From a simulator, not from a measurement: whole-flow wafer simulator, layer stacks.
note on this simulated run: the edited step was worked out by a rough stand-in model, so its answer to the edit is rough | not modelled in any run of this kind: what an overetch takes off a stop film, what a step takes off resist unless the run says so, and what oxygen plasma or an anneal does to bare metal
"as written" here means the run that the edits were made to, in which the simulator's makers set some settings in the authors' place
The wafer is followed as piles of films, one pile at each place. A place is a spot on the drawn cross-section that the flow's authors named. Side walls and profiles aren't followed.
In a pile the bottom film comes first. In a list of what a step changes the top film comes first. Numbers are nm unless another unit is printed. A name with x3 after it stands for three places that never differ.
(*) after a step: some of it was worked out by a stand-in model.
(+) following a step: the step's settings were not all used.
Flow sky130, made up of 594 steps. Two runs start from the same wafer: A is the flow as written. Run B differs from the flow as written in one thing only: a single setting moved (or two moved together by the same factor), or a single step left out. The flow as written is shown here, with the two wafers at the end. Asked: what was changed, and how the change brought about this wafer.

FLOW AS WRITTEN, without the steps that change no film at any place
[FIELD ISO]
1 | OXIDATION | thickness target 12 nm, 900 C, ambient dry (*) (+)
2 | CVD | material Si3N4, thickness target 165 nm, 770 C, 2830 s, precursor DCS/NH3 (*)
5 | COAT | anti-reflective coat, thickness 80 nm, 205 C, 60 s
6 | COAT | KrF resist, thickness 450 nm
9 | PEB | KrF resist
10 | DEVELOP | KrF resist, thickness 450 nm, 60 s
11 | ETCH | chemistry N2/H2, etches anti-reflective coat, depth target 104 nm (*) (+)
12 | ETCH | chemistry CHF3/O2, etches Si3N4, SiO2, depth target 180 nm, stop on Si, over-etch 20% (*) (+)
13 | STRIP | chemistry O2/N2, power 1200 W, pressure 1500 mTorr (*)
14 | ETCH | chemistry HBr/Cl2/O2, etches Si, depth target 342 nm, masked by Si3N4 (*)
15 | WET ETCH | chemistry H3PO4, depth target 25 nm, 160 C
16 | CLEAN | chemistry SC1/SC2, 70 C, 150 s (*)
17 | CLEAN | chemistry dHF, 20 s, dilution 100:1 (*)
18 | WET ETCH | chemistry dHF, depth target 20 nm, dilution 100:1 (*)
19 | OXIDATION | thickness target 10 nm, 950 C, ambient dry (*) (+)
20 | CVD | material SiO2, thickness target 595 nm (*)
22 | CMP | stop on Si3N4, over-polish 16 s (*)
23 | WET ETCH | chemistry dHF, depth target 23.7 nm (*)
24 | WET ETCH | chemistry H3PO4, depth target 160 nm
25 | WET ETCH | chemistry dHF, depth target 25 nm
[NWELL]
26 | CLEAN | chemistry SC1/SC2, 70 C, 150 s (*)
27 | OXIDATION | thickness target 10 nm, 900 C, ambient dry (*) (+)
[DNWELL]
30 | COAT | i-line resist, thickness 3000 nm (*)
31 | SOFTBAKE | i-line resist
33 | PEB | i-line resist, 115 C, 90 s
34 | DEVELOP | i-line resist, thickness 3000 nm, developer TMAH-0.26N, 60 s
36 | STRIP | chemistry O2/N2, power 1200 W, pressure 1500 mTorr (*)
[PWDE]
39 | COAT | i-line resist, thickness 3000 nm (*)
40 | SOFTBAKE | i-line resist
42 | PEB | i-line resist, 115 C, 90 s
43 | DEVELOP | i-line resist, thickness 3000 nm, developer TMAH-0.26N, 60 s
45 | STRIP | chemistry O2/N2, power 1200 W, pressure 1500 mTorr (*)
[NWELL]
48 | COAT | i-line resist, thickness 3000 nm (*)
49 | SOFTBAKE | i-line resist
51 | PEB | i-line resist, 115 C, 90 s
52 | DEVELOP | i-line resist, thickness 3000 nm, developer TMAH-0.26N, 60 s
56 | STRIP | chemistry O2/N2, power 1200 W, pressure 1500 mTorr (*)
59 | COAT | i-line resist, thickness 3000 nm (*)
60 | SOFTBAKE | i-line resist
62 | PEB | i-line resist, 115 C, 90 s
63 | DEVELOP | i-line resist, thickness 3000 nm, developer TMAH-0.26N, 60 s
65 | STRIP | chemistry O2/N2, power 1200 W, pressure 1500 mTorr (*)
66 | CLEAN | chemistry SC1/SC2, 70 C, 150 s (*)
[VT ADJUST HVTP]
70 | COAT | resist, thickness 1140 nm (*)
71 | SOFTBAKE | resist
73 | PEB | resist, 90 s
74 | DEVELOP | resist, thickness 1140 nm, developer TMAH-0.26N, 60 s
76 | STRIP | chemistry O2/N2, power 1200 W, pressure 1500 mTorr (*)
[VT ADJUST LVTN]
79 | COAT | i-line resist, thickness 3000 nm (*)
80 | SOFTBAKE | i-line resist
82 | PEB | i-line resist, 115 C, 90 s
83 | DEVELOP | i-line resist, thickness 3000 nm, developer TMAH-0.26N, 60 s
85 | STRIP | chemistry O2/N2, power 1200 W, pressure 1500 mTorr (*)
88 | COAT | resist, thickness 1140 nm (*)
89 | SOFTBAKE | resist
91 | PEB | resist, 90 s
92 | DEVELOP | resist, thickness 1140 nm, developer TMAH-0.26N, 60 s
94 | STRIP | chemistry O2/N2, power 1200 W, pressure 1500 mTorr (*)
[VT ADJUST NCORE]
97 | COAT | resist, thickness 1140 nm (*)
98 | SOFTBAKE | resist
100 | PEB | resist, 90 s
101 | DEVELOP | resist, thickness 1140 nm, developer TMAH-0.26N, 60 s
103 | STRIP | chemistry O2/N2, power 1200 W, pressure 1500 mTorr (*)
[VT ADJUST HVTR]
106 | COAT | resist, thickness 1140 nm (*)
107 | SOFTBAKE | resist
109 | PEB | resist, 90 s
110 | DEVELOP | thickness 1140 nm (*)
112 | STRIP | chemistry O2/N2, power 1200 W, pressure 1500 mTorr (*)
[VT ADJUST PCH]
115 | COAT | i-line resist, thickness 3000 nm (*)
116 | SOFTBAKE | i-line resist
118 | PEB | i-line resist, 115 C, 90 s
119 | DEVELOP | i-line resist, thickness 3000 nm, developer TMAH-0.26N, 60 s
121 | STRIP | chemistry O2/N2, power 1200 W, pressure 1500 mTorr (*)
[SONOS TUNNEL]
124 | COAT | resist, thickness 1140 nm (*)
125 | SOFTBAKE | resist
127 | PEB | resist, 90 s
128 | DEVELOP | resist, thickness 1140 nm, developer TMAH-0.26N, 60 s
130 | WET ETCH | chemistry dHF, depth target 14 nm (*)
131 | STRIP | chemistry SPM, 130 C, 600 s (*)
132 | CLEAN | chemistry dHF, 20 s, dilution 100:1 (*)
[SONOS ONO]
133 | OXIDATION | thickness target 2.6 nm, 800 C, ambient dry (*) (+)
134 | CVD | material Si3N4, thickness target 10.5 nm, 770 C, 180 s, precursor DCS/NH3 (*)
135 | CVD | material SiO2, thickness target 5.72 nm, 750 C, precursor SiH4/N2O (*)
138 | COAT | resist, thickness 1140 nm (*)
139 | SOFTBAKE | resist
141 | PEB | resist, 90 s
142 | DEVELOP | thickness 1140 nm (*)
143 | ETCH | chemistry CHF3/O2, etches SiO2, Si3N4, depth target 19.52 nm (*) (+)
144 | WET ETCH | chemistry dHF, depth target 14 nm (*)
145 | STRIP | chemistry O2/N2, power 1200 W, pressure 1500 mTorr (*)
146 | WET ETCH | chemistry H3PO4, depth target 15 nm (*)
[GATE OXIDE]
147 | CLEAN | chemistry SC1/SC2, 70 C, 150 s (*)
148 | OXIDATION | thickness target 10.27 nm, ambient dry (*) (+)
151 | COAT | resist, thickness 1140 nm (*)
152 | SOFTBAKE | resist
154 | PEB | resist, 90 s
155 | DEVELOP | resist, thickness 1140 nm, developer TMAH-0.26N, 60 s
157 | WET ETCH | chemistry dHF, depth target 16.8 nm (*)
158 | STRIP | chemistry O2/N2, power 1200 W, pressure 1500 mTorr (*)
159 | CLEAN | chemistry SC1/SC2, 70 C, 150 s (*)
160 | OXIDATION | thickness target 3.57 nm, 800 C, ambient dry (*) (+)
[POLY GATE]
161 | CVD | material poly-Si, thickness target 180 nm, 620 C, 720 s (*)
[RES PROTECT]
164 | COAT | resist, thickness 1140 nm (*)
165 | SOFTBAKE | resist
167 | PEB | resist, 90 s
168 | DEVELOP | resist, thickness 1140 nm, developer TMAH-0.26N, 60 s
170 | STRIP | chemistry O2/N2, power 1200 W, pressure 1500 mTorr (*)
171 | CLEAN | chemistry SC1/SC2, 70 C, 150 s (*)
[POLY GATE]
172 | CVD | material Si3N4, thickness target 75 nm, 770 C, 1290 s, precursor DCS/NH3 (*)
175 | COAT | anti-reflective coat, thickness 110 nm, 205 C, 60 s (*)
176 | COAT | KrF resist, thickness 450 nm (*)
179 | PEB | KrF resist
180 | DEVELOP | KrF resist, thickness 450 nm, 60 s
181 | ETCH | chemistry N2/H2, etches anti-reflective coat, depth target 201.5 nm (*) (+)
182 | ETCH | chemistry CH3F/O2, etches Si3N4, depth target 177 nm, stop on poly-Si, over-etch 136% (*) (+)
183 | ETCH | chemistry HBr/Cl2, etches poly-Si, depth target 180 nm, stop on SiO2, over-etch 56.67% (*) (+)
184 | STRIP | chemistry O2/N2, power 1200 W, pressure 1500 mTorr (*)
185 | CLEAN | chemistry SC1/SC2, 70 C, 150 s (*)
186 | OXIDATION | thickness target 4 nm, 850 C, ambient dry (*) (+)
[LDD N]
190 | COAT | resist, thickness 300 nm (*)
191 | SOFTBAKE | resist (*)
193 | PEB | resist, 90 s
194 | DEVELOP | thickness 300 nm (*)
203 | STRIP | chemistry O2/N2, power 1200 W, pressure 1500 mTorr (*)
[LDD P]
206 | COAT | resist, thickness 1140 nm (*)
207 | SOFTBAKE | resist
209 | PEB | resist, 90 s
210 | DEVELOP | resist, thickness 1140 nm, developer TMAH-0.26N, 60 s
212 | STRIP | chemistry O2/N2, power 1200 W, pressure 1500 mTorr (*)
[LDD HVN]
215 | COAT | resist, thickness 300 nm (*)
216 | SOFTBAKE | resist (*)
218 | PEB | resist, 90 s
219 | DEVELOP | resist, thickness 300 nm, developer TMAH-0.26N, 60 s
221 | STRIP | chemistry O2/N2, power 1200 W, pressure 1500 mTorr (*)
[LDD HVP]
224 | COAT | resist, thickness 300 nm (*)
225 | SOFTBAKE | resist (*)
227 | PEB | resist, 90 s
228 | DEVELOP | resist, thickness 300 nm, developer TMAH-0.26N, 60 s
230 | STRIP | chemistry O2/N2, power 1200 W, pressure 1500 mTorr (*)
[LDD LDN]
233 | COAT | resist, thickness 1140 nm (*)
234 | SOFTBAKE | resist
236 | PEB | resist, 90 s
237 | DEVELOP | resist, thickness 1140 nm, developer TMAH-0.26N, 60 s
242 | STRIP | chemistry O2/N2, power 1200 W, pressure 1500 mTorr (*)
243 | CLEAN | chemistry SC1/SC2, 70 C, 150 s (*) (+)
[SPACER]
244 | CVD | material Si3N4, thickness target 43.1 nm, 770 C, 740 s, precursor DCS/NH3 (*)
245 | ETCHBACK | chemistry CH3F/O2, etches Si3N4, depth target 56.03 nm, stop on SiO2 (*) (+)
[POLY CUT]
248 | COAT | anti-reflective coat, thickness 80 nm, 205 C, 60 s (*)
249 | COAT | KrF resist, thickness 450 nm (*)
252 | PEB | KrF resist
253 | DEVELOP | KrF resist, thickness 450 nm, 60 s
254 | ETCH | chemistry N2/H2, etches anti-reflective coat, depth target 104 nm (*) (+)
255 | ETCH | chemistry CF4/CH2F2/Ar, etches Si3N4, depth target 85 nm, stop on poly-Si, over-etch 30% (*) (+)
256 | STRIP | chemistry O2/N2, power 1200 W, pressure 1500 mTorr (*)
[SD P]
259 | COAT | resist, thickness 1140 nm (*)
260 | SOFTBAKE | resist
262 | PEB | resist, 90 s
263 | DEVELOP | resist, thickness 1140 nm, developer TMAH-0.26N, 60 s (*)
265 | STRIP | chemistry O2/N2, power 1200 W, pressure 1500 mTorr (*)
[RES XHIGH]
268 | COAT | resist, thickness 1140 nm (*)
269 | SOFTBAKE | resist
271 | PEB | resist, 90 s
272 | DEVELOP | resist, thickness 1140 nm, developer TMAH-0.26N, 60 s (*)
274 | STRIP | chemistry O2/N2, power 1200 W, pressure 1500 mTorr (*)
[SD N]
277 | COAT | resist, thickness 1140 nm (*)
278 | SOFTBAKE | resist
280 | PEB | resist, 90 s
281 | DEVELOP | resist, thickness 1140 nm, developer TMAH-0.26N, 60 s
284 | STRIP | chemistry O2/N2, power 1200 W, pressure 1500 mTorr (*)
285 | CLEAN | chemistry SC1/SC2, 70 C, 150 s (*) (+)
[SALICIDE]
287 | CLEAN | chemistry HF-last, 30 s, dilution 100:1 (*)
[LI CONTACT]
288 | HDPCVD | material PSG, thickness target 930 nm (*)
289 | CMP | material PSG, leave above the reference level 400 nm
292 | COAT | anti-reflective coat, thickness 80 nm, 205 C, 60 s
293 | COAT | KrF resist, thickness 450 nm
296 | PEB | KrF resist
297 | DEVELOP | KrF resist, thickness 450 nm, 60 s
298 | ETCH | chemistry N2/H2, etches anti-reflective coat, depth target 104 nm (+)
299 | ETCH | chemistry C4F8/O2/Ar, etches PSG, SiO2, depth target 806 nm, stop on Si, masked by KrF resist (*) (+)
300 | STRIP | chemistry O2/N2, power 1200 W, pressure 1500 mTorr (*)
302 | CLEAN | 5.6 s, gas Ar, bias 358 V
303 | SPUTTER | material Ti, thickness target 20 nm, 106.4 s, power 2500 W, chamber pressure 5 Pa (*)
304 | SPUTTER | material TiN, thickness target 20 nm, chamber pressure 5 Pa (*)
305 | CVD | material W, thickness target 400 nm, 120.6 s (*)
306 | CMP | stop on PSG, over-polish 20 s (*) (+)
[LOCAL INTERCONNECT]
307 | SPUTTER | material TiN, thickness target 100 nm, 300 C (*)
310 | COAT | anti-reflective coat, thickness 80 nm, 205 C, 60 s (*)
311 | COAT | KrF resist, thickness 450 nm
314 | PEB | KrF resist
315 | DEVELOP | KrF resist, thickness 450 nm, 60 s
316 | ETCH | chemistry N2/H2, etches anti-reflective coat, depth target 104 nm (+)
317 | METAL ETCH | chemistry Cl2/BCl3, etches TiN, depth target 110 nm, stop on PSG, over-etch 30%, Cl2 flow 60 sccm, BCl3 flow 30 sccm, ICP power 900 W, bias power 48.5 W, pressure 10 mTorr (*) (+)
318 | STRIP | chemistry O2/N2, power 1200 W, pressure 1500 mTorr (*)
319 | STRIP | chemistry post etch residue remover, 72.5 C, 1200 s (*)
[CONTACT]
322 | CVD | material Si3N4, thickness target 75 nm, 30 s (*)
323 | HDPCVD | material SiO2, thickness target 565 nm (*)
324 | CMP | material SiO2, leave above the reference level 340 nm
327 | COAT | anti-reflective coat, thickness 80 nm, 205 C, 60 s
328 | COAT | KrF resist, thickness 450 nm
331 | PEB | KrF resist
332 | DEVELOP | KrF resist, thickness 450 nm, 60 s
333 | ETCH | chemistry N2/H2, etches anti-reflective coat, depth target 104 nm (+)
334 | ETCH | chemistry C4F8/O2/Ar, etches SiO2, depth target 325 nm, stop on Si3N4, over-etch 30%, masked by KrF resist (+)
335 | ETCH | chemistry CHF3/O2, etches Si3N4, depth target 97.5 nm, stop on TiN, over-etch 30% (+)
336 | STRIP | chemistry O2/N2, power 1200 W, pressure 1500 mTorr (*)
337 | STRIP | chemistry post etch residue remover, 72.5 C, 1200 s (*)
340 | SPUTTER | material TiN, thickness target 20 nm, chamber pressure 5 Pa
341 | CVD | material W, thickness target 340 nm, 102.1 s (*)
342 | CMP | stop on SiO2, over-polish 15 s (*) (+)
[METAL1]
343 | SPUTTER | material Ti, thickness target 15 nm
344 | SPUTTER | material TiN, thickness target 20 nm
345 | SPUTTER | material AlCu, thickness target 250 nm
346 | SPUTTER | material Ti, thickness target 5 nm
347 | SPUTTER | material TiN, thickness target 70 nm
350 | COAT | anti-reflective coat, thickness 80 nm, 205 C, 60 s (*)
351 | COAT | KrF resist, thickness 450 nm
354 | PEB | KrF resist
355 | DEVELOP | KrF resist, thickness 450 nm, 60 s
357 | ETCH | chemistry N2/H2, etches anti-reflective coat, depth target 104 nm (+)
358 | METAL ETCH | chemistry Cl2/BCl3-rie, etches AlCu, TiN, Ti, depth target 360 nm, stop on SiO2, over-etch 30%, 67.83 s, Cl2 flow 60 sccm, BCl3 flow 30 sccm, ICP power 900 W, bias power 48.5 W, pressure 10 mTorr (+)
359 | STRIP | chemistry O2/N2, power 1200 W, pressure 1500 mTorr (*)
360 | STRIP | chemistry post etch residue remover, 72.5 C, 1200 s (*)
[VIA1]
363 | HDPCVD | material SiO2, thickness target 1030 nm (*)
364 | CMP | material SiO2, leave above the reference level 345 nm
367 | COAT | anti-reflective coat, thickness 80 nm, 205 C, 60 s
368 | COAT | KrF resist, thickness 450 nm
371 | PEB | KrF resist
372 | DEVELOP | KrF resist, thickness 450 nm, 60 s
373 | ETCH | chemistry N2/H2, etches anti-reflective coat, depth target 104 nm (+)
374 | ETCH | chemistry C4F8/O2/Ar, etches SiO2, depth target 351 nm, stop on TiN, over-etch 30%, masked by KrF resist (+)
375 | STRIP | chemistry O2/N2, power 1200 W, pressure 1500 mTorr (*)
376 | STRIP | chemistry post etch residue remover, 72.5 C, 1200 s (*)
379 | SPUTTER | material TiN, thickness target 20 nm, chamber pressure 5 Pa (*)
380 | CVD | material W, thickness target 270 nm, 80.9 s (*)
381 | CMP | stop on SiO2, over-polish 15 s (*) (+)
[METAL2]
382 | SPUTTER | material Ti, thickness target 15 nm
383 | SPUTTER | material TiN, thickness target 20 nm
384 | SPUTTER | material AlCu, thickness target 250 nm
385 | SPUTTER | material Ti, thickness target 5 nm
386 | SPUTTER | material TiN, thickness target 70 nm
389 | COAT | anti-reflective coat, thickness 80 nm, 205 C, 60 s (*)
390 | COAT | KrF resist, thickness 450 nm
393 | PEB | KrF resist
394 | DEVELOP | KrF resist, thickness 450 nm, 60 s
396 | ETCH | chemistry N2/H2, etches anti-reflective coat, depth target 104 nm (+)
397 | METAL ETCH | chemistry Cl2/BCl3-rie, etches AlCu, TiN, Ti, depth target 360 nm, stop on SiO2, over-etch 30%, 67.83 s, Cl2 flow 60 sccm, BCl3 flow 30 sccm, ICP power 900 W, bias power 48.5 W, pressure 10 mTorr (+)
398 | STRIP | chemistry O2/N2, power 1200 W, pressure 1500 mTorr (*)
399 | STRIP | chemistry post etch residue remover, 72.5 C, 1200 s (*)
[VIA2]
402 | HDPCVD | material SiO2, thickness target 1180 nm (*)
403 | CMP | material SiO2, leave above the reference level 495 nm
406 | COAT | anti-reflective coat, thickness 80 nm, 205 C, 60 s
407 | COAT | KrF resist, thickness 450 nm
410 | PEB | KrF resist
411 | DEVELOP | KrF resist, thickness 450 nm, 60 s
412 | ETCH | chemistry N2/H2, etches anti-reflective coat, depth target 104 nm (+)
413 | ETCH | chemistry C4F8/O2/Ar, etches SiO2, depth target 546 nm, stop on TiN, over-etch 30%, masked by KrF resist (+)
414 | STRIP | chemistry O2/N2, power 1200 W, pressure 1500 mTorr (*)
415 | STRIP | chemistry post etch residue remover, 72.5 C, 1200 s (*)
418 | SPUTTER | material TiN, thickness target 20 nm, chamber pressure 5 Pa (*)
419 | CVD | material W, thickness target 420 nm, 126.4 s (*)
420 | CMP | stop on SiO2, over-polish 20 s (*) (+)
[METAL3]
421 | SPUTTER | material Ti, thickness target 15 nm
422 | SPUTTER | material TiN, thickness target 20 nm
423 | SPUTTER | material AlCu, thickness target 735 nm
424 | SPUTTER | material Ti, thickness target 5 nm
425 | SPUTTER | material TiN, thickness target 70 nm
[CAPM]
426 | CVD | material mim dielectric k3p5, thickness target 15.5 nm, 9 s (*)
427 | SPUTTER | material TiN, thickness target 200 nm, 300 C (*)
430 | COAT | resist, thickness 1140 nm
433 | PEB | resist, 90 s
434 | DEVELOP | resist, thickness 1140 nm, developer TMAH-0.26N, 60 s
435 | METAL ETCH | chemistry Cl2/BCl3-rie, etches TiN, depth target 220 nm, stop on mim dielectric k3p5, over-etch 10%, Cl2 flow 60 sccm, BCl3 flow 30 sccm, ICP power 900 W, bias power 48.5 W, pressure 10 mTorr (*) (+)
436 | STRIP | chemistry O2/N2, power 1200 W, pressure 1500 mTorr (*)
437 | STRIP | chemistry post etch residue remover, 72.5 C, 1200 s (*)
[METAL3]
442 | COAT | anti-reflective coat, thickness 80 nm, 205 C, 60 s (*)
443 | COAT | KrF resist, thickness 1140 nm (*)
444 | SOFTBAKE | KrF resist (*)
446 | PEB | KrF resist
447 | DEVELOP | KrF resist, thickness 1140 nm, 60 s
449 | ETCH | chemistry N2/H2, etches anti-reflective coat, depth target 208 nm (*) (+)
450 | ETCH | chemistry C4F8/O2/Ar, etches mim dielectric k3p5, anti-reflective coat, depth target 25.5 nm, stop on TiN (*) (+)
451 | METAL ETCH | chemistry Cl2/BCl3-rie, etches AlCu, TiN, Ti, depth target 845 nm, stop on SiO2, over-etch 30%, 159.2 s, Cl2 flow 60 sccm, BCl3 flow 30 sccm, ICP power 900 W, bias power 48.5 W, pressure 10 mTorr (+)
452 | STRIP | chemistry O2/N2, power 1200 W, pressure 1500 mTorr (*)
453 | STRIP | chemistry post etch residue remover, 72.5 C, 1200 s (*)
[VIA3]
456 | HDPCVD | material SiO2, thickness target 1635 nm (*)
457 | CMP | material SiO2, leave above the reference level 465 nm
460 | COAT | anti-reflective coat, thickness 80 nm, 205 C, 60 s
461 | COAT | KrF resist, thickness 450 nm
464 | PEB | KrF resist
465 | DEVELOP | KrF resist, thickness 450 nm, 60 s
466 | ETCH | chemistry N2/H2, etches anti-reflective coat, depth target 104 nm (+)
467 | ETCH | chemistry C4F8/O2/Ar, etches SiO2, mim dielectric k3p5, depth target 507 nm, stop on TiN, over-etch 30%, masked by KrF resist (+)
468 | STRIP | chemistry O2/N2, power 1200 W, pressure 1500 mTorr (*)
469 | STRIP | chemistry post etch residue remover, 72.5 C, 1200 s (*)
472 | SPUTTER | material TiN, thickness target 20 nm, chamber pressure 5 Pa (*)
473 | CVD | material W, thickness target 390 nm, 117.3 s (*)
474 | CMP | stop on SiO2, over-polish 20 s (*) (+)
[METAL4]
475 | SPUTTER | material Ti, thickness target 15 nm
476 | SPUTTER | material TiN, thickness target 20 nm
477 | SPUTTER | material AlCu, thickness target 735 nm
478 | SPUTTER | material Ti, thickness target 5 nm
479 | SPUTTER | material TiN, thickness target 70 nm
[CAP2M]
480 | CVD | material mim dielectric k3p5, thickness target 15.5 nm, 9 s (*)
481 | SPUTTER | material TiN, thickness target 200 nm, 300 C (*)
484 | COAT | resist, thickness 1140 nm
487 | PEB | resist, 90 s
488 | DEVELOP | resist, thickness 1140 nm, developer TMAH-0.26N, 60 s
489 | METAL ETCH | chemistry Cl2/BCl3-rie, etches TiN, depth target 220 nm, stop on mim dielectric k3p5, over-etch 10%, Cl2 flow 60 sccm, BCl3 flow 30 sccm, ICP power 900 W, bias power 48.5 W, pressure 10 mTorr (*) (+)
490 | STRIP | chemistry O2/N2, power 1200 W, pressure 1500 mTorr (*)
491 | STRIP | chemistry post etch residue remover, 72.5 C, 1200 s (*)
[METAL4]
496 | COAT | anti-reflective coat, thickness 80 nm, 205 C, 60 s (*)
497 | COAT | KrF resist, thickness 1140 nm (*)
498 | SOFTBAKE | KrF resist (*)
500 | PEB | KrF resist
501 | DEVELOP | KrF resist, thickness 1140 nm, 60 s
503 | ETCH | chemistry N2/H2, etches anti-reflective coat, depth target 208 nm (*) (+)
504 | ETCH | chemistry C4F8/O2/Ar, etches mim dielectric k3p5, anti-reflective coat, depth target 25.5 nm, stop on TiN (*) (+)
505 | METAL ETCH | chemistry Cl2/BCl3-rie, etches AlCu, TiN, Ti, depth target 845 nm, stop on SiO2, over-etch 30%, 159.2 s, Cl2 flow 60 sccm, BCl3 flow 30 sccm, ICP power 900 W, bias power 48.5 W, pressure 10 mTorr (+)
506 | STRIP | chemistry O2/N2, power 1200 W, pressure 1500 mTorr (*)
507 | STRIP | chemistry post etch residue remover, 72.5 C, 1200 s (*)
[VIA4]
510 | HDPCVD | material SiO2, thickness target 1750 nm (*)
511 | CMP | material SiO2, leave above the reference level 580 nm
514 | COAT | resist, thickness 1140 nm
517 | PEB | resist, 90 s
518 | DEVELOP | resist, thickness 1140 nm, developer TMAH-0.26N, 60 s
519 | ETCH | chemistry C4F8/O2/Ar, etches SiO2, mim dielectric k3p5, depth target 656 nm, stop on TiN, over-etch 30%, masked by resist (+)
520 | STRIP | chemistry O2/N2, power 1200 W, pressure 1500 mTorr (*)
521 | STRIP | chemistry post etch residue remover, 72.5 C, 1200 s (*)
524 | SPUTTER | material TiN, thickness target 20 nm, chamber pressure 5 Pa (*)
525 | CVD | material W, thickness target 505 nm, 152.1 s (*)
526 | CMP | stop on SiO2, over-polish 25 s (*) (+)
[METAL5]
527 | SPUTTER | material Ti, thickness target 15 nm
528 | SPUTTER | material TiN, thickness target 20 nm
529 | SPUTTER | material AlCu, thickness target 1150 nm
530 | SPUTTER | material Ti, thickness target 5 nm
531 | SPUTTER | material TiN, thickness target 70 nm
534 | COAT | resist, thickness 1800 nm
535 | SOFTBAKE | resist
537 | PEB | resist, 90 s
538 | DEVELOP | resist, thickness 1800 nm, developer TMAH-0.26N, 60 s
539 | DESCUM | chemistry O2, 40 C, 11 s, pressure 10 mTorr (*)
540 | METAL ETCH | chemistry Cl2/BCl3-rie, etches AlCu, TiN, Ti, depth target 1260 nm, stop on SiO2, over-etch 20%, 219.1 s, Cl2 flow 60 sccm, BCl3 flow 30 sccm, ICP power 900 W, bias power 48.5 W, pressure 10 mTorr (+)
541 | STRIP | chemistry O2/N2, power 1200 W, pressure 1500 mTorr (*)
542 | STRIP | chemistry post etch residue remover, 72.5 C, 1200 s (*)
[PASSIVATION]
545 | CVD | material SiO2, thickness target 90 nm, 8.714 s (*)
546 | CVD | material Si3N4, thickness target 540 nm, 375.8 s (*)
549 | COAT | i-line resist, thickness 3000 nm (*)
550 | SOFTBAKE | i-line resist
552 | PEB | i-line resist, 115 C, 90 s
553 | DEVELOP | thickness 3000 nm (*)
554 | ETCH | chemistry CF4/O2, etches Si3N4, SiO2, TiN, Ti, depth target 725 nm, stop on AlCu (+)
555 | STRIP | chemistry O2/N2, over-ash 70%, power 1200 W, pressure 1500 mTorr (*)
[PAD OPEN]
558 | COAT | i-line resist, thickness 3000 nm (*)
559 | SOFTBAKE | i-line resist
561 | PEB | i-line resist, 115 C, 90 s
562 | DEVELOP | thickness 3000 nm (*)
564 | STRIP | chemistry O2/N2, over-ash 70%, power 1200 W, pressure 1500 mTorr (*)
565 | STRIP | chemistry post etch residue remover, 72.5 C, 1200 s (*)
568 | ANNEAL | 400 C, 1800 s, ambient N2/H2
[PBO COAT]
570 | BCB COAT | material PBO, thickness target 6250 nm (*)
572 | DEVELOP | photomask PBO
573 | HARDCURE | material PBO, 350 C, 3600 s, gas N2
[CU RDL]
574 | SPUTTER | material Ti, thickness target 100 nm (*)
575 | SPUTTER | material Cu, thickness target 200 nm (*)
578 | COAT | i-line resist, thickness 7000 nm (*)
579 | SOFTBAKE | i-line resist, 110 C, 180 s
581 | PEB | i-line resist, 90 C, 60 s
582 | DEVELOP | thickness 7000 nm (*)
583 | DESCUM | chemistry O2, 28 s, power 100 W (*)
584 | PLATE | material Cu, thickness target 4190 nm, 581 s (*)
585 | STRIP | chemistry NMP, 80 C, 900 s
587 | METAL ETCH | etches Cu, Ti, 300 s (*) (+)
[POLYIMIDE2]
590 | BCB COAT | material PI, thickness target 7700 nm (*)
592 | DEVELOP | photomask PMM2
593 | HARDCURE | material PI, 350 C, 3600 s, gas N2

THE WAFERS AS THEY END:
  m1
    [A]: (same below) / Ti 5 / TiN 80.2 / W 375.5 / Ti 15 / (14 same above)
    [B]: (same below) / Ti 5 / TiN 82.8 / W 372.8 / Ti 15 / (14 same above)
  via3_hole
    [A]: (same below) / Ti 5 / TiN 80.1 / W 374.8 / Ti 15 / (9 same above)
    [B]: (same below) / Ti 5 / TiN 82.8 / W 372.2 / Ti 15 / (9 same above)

Cause: step 472, SPUTTER: thickness target 25 nm was run, while the flow as written has thickness target 20 nm.

Step by step, how the change led to this:
  472 | SPUTTER | material TiN, thickness target 20 nm, chamber pressure 5 Pa (*)
      field, active, n_well and 187 more: A +20 TiN (new film) | B +25 TiN (new film)
      m1, via3_hole: A +10.6 TiN | B +13.2 TiN
  474 | CMP | stop on SiO2, over-polish 20 s (*) (+)
      field, active, n_well and 187 more: A -390 W (all of it), -20 TiN (all of it), -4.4 SiO2 | B -390 W (all of it), -25 TiN (all of it), -4.4 SiO2
